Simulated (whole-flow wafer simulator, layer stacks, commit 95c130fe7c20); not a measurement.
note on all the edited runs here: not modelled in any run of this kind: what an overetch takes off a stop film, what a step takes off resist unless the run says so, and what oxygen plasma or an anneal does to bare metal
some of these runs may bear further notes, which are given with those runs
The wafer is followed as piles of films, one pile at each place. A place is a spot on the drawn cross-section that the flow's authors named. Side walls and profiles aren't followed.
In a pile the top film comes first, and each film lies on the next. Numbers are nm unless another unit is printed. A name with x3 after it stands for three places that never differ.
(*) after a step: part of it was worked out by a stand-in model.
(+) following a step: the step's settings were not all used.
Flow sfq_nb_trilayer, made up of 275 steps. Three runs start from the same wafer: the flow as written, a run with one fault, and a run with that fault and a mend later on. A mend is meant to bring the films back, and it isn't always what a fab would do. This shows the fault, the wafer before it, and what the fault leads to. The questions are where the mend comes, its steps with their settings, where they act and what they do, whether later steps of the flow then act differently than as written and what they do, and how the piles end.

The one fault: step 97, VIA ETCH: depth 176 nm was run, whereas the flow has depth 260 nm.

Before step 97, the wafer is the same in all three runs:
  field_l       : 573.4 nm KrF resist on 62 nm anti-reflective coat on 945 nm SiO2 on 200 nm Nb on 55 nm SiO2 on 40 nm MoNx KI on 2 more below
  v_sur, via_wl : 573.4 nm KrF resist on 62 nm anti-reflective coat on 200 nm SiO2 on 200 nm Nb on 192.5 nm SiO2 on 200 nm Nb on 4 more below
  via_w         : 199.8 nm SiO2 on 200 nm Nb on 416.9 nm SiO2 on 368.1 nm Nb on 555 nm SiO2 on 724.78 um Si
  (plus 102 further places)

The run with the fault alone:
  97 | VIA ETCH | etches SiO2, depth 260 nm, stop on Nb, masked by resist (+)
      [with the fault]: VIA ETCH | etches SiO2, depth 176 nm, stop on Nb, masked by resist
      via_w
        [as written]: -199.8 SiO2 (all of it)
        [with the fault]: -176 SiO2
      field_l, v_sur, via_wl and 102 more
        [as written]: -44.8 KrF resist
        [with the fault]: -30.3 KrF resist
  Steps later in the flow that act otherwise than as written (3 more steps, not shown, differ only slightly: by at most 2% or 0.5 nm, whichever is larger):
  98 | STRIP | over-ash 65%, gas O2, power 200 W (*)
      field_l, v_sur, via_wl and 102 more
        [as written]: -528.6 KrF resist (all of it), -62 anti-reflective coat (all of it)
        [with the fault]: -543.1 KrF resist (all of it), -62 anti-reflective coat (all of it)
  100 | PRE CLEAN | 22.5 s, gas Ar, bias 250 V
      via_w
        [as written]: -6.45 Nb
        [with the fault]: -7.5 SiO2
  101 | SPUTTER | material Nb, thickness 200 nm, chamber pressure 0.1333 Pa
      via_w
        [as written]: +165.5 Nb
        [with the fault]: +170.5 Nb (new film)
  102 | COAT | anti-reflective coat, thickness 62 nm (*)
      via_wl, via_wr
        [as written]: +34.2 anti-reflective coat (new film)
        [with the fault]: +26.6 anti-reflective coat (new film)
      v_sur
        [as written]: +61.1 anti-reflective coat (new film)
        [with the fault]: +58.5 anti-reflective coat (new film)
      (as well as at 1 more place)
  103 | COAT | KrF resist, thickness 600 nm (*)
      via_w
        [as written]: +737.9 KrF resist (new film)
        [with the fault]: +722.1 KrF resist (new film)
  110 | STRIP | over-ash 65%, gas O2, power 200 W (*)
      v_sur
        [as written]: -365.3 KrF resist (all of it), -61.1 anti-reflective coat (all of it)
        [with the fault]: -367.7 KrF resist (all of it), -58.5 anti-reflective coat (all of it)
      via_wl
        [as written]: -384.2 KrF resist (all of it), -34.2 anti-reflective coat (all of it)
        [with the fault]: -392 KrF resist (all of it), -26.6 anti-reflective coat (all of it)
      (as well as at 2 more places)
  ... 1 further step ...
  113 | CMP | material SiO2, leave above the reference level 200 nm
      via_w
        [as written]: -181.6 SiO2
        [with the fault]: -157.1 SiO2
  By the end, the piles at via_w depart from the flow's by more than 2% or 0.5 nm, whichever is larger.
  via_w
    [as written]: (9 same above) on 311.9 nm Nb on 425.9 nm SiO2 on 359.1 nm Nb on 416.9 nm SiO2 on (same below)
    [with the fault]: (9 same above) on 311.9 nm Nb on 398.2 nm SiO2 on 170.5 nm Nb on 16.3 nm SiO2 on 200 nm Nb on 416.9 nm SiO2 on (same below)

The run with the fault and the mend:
  The mend follows step 97.
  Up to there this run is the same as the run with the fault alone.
  97a | VIA ETCH | etches SiO2, depth 84 nm, stop on Nb, masked by resist (+) (a further turn of the flow's step 97, with different settings)
      field_l, v_sur, via_wl and 102 more
        -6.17 KrF resist
      via_w
        -23.8 SiO2 (all of it)
  None of the later steps of the flow differs from how it acts as written, at any place that is followed, by more than 2% or 0.5 nm, whichever is larger.
  The piles end the same as the flow's at every place that both follow.
